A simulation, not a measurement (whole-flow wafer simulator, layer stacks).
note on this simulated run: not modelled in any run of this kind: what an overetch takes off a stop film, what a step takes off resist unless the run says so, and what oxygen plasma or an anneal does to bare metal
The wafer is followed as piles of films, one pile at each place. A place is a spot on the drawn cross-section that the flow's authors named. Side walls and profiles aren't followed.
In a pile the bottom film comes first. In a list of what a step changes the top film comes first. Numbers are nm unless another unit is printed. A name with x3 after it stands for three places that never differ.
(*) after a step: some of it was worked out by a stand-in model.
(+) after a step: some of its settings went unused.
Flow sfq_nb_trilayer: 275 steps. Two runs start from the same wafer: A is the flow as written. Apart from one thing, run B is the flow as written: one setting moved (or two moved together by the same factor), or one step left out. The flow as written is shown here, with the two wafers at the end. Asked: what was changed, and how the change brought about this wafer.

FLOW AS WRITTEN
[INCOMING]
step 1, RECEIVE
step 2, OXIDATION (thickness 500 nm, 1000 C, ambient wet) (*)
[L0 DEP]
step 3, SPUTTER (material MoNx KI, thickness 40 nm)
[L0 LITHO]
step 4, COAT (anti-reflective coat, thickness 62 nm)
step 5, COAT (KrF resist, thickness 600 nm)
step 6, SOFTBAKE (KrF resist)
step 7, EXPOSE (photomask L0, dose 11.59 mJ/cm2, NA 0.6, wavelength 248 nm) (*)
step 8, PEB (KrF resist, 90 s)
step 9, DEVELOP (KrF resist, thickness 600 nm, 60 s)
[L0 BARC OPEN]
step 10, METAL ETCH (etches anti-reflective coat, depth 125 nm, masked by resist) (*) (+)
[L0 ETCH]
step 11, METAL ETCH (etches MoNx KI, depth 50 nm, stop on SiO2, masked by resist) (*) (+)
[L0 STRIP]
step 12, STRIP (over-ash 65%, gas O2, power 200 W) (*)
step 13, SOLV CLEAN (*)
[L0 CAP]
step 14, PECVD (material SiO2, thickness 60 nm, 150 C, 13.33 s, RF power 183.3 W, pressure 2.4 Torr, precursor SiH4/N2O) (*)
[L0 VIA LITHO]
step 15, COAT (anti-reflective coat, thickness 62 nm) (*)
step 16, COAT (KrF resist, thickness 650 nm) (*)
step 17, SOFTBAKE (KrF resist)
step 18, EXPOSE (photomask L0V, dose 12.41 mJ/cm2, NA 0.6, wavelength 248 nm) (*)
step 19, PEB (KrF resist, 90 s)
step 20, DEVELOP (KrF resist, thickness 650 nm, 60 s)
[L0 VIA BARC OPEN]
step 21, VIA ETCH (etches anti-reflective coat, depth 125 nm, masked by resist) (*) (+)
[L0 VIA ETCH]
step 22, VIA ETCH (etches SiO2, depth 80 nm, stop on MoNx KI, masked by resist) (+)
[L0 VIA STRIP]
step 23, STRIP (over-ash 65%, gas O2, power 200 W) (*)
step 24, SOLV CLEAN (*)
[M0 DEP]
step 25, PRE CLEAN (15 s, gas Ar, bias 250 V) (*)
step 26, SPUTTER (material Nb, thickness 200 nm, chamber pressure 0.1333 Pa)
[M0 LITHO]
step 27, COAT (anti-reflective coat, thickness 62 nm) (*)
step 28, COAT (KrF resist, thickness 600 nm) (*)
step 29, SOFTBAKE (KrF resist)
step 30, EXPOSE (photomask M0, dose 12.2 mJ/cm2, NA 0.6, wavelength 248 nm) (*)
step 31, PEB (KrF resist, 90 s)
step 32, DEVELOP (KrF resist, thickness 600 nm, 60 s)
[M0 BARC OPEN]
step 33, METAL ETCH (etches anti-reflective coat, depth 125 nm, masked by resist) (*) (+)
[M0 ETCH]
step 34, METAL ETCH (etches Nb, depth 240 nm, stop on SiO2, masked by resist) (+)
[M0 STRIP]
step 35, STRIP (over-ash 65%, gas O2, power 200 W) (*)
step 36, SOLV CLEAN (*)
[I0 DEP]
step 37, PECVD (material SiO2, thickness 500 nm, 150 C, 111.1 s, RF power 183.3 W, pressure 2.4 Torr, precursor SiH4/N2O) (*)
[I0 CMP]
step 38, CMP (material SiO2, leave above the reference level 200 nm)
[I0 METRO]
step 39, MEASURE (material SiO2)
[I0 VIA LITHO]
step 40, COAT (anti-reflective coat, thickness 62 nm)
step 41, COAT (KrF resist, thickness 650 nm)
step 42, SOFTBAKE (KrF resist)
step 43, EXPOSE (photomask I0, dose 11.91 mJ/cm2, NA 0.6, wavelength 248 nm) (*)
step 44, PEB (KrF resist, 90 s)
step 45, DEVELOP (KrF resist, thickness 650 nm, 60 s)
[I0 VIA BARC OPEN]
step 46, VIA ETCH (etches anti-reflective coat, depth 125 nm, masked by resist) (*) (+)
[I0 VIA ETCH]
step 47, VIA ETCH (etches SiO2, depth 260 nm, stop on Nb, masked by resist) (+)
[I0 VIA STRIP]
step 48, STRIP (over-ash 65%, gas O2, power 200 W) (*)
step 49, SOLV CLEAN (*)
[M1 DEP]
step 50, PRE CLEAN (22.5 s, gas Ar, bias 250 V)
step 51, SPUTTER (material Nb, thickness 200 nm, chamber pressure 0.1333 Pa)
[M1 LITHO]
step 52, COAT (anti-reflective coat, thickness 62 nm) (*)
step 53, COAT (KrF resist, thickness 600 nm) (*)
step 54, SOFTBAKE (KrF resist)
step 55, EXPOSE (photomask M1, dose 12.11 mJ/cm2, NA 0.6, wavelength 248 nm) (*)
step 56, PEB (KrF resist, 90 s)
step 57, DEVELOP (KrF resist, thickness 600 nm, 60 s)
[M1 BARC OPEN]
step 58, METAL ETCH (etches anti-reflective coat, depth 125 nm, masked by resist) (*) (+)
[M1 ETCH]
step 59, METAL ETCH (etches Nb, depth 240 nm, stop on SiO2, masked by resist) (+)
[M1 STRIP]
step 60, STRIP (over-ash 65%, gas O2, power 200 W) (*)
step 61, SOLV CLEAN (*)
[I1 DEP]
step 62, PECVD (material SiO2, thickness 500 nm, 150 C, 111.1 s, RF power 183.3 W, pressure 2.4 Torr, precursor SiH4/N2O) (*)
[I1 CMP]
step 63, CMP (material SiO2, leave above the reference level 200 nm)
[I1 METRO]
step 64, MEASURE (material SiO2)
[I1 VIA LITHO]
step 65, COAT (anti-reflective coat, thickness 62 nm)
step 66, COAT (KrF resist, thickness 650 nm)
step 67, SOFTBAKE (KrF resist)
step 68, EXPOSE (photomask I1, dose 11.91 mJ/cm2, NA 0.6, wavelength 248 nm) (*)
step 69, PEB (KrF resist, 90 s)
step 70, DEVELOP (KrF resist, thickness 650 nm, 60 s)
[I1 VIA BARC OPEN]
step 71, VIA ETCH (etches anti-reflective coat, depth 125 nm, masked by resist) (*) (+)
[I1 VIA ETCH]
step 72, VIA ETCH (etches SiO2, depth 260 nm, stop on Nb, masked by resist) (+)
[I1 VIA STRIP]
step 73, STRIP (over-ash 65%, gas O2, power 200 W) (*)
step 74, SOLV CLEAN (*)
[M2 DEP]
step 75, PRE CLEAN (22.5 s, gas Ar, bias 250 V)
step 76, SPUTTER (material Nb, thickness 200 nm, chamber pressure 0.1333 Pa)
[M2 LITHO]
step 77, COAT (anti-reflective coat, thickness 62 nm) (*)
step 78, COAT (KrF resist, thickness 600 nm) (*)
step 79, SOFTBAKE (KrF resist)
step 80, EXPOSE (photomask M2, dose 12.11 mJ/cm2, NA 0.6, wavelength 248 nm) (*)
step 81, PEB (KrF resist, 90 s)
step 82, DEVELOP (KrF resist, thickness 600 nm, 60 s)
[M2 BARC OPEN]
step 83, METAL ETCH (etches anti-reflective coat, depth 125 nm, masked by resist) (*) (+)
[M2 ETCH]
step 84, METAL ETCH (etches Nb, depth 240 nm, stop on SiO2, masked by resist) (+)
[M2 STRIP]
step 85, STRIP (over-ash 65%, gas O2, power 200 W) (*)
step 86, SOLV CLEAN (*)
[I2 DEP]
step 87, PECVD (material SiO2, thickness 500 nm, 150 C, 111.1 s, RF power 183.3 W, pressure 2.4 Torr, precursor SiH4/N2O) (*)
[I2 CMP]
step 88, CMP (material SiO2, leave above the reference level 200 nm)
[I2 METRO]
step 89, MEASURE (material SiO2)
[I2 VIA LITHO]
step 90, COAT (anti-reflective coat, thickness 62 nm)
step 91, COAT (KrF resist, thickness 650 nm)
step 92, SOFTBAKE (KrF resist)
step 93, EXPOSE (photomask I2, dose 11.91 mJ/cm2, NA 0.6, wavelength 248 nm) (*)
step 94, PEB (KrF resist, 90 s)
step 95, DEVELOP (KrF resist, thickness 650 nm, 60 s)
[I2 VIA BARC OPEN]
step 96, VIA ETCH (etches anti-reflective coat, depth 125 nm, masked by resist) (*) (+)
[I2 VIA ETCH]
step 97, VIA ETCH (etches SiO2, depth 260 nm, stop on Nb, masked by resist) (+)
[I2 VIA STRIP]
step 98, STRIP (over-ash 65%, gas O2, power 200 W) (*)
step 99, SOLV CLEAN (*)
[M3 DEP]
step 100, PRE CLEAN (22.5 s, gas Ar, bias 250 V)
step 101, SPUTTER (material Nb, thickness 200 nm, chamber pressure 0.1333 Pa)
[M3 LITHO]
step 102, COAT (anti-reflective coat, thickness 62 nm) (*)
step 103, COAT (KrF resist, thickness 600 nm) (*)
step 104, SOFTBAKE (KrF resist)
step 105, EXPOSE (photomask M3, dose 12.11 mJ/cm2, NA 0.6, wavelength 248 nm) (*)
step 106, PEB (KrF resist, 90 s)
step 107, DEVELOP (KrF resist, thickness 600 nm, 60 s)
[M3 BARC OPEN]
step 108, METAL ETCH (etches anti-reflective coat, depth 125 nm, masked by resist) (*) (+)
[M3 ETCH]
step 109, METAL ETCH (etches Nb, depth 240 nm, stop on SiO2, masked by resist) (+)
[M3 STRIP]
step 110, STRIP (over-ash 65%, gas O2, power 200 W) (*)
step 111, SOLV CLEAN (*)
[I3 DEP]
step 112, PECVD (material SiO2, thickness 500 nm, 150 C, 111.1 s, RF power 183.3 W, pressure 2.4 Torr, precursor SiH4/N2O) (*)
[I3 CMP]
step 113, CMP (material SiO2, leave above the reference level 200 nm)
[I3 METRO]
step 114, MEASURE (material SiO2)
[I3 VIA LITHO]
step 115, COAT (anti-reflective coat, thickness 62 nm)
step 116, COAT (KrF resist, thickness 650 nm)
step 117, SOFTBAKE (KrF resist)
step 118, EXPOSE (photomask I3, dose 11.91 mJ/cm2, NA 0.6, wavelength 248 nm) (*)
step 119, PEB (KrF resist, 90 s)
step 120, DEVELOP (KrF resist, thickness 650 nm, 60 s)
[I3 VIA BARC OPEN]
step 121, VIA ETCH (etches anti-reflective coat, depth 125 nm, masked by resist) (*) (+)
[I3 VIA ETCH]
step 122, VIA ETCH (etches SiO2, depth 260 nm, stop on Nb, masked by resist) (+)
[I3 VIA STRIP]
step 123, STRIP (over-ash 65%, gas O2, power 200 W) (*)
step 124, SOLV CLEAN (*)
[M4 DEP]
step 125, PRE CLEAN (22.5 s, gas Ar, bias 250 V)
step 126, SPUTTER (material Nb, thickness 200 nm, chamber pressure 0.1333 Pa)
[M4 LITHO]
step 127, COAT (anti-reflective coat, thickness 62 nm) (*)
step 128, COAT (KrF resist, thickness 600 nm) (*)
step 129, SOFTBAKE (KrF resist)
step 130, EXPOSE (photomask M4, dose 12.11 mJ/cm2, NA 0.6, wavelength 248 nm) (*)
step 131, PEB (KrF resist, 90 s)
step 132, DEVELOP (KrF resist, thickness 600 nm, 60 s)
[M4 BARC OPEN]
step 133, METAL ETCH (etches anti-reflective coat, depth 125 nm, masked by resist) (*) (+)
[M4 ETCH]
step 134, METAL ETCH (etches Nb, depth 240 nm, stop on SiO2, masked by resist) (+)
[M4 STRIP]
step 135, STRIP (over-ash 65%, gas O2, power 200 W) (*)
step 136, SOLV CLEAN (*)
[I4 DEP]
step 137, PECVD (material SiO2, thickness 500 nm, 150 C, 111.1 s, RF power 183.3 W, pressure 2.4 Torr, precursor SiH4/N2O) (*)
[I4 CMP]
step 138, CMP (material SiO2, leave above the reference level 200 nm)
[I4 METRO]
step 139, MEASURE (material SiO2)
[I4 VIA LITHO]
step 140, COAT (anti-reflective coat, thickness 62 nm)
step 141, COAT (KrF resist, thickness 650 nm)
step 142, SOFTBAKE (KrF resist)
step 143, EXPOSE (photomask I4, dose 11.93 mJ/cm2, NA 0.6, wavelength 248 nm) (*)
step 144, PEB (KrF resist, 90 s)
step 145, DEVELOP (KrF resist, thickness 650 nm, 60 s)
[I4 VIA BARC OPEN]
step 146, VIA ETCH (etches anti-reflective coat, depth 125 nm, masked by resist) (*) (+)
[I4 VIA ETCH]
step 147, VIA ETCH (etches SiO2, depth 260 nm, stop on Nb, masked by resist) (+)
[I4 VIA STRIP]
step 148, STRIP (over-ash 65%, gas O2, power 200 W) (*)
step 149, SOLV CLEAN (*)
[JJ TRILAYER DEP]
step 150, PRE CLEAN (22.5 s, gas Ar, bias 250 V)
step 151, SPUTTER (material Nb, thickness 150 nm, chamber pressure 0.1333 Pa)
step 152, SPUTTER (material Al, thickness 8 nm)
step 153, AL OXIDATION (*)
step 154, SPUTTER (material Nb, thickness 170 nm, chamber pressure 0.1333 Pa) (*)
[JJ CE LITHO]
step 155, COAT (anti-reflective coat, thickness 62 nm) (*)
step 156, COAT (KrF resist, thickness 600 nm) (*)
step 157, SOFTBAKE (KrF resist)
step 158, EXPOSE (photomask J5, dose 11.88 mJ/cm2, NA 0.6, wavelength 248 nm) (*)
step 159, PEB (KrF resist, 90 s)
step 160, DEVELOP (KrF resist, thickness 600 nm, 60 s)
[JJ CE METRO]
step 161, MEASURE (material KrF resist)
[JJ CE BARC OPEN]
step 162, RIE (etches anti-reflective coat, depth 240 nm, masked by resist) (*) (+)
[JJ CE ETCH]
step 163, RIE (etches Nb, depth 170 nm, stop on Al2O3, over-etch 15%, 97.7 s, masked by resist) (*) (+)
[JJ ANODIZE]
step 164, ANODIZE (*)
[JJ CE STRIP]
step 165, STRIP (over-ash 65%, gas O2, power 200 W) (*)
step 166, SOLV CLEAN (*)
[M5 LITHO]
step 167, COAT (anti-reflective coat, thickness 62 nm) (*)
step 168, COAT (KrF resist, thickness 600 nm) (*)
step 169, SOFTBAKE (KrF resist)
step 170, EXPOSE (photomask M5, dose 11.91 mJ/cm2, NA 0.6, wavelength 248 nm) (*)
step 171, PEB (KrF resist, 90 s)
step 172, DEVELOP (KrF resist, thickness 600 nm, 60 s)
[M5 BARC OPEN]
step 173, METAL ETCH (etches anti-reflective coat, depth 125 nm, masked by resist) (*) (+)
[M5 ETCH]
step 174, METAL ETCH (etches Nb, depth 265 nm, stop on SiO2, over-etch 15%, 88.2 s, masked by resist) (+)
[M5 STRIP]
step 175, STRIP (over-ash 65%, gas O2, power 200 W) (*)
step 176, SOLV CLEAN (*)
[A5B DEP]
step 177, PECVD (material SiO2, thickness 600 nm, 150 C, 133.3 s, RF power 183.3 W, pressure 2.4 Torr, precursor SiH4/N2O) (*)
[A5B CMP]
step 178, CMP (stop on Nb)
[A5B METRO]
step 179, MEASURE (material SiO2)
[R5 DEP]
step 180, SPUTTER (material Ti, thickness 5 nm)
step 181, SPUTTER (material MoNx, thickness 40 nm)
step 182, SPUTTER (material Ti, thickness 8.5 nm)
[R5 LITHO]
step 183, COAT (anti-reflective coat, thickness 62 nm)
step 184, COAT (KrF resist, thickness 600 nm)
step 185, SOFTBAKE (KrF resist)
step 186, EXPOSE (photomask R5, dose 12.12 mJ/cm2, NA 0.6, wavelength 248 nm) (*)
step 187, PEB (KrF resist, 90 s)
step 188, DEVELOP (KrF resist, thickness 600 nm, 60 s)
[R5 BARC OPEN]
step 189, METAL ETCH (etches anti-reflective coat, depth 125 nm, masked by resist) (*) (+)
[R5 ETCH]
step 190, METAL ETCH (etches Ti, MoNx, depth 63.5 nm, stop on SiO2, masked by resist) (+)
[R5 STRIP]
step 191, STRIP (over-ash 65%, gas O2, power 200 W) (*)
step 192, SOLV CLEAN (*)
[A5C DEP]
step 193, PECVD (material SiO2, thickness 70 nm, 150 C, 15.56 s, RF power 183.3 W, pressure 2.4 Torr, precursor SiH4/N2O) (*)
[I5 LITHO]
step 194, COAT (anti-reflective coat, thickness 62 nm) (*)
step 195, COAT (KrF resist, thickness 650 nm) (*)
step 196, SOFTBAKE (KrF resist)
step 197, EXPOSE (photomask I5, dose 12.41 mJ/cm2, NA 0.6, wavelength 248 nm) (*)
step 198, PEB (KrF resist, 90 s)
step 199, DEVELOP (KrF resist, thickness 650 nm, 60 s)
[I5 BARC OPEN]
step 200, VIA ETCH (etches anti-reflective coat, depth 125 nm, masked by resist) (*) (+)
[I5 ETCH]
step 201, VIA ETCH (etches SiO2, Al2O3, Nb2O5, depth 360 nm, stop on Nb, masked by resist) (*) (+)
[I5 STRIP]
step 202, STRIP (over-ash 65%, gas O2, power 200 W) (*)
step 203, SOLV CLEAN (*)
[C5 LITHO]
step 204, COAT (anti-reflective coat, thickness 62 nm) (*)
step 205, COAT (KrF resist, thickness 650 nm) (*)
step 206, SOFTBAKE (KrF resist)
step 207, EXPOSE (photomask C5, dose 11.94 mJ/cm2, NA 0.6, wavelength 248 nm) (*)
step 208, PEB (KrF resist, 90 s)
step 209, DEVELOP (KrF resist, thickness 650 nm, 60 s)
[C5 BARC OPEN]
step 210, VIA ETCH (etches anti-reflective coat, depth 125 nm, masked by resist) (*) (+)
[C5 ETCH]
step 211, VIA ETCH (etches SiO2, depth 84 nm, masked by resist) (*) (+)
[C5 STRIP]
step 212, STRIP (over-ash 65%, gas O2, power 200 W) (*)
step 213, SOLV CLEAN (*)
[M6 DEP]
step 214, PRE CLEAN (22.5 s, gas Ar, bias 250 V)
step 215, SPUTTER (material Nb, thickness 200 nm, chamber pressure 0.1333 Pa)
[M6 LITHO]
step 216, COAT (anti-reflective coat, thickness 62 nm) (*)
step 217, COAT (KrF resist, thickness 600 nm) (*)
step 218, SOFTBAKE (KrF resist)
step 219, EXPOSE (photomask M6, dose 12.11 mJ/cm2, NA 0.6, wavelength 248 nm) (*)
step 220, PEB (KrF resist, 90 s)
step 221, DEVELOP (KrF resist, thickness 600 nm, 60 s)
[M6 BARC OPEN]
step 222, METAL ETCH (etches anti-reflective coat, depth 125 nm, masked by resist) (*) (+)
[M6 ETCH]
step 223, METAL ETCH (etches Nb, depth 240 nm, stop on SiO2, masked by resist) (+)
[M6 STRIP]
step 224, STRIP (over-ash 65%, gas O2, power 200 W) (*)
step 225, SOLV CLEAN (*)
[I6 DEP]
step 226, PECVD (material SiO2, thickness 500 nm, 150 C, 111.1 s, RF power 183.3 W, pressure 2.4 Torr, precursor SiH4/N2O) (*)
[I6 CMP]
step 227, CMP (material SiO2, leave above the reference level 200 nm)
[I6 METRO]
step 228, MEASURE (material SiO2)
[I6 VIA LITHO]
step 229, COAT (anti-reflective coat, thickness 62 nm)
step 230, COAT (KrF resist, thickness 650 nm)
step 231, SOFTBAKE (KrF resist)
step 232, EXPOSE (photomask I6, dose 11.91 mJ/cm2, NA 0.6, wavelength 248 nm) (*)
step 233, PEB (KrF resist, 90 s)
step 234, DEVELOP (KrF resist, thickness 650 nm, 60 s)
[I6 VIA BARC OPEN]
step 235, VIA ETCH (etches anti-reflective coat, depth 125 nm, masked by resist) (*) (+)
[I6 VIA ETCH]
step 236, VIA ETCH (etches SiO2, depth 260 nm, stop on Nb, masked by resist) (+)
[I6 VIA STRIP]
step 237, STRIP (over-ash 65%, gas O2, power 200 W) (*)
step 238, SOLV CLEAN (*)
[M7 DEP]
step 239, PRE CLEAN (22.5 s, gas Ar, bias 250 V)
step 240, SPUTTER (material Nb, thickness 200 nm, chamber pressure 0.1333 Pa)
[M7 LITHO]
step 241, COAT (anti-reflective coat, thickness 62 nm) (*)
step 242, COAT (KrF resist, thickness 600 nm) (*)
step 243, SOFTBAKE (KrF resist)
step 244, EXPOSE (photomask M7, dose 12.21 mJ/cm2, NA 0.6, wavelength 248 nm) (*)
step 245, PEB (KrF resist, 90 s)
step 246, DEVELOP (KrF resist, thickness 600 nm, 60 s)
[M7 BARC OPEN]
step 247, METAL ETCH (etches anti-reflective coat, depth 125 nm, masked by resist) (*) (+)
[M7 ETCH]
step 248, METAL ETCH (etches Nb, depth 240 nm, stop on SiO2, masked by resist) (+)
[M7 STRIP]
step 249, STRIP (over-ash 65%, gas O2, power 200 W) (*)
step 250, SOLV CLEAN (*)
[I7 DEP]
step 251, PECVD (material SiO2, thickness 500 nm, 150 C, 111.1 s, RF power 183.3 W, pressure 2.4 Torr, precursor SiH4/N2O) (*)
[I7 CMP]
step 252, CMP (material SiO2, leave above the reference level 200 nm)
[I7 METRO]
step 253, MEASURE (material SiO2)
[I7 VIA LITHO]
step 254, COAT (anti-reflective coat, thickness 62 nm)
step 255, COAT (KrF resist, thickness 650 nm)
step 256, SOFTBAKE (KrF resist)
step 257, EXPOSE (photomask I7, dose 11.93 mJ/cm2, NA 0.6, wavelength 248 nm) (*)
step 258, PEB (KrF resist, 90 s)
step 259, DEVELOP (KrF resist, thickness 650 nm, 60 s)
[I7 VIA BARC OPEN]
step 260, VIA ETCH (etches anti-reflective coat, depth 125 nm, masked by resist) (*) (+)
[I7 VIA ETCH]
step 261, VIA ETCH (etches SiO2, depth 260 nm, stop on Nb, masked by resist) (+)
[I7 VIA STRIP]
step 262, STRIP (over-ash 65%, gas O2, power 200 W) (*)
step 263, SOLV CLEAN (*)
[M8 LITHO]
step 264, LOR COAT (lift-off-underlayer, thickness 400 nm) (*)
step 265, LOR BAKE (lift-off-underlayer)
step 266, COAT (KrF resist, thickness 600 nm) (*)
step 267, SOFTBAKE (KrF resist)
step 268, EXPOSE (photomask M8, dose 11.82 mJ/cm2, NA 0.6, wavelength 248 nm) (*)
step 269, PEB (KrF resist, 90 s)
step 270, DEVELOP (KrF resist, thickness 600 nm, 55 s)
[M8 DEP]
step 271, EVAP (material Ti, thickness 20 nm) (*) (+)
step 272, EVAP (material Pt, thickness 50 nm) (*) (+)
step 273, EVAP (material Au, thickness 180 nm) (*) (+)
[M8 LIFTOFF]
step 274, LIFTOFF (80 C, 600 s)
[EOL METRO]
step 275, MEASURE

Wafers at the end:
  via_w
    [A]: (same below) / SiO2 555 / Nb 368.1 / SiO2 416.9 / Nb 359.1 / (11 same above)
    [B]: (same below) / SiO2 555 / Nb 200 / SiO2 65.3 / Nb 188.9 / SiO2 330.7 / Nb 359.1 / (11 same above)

What caused this: step 47, VIA ETCH: depth 127 nm was run, whereas the flow has depth 260 nm.

The path from the change to this, step by step:
  step 47, VIA ETCH (etches SiO2, depth 260 nm, stop on Nb, masked by resist) (+)
      via_w: A SiO2 loses 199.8 (all of it) | B SiO2 loses 127
      field_l, v_sur, via_wl and 102 more: A KrF resist loses 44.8 | B KrF resist loses 21.9
  step 48, STRIP (over-ash 65%, gas O2, power 200 W) (*)
      field_l, v_sur, via_wl and 102 more: A KrF resist loses 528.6 (all of it), anti-reflective coat loses 62 (all of it) | B KrF resist loses 551.5 (all of it), anti-reflective coat loses 62 (all of it)
  step 50, PRE CLEAN (22.5 s, gas Ar, bias 250 V)
      via_w: A Nb loses 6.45 | B SiO2 loses 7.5
  step 51, SPUTTER (material Nb, thickness 200 nm, chamber pressure 0.1333 Pa)
      via_w: A Nb gains 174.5 | B Nb gains 188.9 (new film)
  step 52, COAT (anti-reflective coat, thickness 62 nm) (*)
      via_wl: A anti-reflective coat gains 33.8 (new film) | B anti-reflective coat gains 37.3 (new film)
      via_w: A anti-reflective coat gains 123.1 (new film) | B anti-reflective coat gains 107.1 (new film)
      (and at 1 other place as well)
  step 53, COAT (KrF resist, thickness 600 nm) (*)
      via_w: A KrF resist gains 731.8 (new film) | B KrF resist gains 673.3 (new film)
  step 60, STRIP (over-ash 65%, gas O2, power 200 W) (*)
      via_wl: A KrF resist loses 385.5 (all of it), anti-reflective coat loses 33.8 (all of it) | B KrF resist loses 391 (all of it), anti-reflective coat loses 37.3 (all of it)
      via_w: A KrF resist loses 513.8 (all of it), anti-reflective coat loses 123.1 (all of it) | B KrF resist loses 455.5 (all of it), anti-reflective coat loses 107.1 (all of it)
      (and at 1 other place as well)
  step 62, PECVD (material SiO2, thickness 500 nm, 150 C, 111.1 s, RF power 183.3 W, pressure 2.4 Torr, precursor SiH4/N2O) (*)
      via_w: A SiO2 gains 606 (new film) | B SiO2 gains 500 (new film)
  step 63, CMP (material SiO2, leave above the reference level 200 nm)
      via_w: A SiO2 loses 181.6 | B SiO2 loses 161.8
Taking metal films that touch as one body, via_w has 6 bodies (between them, from the top down: SiO2 192.5; SiO2 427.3 / Al2O3 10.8 / Nb2O5 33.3; SiO2 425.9; SiO2 330.7; SiO2 65.3); the flow as written gives 5 bodies (between them, from the top down: SiO2 192.5; SiO2 427.3 / Al2O3 10.8 / Nb2O5 33.3; SiO2 425.9; SiO2 416.9).
